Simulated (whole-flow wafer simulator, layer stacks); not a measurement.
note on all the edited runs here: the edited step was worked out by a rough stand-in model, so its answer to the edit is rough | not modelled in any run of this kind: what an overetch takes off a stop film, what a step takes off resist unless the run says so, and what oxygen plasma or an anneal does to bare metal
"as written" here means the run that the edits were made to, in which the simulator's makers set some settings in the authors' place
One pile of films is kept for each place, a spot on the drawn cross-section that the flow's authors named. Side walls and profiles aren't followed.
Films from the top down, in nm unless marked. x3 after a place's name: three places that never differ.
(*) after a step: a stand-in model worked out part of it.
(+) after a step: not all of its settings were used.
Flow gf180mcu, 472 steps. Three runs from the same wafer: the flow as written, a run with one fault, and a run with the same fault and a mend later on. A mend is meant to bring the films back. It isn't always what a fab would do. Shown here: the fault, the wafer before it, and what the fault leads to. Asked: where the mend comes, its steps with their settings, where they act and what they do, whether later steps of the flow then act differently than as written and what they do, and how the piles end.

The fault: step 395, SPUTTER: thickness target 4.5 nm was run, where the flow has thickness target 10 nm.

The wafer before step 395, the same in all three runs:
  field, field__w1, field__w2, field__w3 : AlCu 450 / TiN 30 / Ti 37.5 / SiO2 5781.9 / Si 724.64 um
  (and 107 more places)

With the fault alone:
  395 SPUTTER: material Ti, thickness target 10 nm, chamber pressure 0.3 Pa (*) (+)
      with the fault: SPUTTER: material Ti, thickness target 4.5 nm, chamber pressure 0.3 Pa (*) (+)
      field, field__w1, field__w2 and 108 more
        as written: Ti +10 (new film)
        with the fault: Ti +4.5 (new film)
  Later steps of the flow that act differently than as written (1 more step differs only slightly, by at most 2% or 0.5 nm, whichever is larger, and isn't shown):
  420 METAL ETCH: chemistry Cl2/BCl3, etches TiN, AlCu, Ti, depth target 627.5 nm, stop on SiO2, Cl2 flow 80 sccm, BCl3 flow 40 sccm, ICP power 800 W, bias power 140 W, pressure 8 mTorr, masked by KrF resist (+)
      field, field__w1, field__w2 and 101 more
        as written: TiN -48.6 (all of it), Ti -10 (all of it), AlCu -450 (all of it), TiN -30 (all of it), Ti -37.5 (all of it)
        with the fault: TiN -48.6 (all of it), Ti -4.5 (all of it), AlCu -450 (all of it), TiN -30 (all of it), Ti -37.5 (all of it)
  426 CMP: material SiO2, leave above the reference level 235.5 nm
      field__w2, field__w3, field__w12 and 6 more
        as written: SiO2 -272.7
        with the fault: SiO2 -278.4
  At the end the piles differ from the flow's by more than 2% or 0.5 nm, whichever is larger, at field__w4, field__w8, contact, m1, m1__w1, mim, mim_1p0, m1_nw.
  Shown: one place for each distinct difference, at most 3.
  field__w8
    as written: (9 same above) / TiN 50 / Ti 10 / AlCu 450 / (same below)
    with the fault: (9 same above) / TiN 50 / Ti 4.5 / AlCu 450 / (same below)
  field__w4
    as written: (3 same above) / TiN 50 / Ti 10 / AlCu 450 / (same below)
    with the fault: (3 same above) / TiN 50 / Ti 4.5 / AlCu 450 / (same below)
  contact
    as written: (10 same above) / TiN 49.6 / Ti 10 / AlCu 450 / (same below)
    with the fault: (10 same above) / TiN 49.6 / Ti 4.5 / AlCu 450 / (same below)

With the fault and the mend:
  The mend comes after step 395.
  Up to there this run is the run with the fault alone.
  395a SPUTTER: material Ti, thickness target 5.5 nm, chamber pressure 0.3 Pa (*) (+) (the flow's step 395 once more, with other settings)
      field, field__w1, field__w2 and 108 more
        Ti +5.5
  No later step of the flow acts differently than as written at any place that is followed.
  At the end the piles are the same as the flow's at every place that both follow.
